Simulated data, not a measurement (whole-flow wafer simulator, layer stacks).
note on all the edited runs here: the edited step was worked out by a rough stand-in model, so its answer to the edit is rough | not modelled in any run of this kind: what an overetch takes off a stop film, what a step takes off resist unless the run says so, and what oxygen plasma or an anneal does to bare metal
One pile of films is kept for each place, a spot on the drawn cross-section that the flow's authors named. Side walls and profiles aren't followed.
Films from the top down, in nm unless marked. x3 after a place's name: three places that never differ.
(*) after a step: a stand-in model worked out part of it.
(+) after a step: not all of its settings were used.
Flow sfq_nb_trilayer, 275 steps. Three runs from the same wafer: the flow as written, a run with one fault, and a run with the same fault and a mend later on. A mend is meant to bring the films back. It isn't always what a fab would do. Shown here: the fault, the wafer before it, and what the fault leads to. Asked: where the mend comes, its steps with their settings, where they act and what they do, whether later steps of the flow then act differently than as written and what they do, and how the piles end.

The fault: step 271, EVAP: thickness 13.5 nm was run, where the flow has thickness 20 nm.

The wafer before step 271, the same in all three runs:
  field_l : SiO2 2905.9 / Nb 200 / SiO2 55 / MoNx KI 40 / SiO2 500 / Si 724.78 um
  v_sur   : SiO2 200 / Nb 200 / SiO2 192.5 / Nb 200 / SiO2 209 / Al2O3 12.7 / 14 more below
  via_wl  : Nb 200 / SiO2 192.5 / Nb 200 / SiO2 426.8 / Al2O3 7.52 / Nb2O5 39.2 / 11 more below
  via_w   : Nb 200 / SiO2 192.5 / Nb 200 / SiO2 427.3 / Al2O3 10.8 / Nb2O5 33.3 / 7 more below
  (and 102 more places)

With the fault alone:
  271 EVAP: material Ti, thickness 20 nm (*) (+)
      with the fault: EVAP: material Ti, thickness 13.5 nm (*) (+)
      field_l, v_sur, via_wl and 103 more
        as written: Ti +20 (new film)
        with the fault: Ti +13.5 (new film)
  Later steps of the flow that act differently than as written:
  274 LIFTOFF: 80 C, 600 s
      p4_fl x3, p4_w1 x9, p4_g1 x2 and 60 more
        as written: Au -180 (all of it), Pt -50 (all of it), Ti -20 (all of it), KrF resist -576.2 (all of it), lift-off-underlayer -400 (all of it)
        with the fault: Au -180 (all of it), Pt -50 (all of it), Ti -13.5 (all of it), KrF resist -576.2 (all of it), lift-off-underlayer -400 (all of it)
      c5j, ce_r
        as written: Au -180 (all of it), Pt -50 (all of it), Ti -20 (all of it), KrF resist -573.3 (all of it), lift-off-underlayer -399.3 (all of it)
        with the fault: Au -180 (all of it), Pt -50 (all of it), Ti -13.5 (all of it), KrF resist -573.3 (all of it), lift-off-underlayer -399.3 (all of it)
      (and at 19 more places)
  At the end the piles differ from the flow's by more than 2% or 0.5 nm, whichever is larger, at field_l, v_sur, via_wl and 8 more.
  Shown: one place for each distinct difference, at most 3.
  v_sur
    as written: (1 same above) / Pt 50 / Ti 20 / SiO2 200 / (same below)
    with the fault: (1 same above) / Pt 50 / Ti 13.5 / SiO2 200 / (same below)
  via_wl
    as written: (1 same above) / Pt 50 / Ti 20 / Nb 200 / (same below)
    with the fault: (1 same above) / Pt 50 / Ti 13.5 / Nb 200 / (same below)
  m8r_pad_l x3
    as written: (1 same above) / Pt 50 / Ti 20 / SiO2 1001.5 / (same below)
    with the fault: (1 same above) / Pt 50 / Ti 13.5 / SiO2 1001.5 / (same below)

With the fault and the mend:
  The mend comes after step 271.
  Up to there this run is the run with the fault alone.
  271a EVAP: material Ti, thickness 6.5 nm (*) (+) (the flow's step 271 once more, with other settings)
      field_l, v_sur, via_wl and 103 more
        Ti +6.5
  No later step of the flow acts differently than as written at any place that is followed.
  At the end the piles are the same as the flow's at every place that both follow.
